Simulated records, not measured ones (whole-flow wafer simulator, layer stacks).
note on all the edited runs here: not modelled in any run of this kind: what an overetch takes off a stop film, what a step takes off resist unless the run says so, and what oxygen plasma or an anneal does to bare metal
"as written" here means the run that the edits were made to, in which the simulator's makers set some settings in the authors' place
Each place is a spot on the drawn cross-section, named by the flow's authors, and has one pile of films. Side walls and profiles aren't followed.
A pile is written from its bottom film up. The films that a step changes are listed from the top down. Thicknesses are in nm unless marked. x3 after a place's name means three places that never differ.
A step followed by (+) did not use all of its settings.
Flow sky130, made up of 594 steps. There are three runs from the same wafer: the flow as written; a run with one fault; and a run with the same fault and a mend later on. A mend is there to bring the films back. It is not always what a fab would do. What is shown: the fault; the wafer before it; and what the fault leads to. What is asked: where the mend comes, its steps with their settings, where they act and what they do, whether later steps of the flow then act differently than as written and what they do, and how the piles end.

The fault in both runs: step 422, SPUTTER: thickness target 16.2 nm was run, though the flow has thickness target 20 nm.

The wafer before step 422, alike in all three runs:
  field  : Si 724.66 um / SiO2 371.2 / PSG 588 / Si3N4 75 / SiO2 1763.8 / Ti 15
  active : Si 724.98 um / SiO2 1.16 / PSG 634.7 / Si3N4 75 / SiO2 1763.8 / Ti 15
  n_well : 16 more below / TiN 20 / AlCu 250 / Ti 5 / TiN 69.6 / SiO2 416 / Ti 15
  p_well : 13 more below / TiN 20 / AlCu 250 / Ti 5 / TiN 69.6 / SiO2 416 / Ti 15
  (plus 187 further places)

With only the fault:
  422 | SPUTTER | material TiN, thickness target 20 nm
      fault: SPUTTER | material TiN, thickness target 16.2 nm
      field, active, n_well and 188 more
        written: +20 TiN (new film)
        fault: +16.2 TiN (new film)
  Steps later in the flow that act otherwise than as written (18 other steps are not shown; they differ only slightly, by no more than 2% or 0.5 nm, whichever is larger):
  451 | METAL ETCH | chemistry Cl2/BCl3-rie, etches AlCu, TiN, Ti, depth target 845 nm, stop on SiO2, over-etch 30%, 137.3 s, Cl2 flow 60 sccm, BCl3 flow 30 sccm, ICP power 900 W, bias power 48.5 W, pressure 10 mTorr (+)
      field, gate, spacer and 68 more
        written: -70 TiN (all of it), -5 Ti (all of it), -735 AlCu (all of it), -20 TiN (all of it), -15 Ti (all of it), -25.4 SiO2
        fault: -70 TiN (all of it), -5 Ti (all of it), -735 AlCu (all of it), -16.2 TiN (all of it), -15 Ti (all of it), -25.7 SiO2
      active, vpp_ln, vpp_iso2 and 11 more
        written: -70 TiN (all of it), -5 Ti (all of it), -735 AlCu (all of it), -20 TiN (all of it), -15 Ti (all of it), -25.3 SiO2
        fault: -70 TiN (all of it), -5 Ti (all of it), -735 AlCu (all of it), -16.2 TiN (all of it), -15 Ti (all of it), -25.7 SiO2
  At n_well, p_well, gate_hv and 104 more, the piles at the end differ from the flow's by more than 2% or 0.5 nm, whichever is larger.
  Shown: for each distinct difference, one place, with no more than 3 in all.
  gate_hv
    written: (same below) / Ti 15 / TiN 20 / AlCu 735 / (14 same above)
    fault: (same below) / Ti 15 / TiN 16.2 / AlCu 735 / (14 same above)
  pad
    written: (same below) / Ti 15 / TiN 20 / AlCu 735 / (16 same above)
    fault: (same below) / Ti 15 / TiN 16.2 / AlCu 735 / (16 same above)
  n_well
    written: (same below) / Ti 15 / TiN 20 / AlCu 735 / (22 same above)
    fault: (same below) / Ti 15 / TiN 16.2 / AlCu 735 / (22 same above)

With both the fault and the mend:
  After step 422 comes the mend.
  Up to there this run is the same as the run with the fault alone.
  422a | SPUTTER | material TiN, thickness target 3.8 nm (the flow's step 422 again, with other settings)
      field, active, n_well and 188 more
        +3.8 TiN
  Later steps of the flow that are run all act as written at every place that is followed.
  By the end, the piles equal the flow's at every place that both follow.
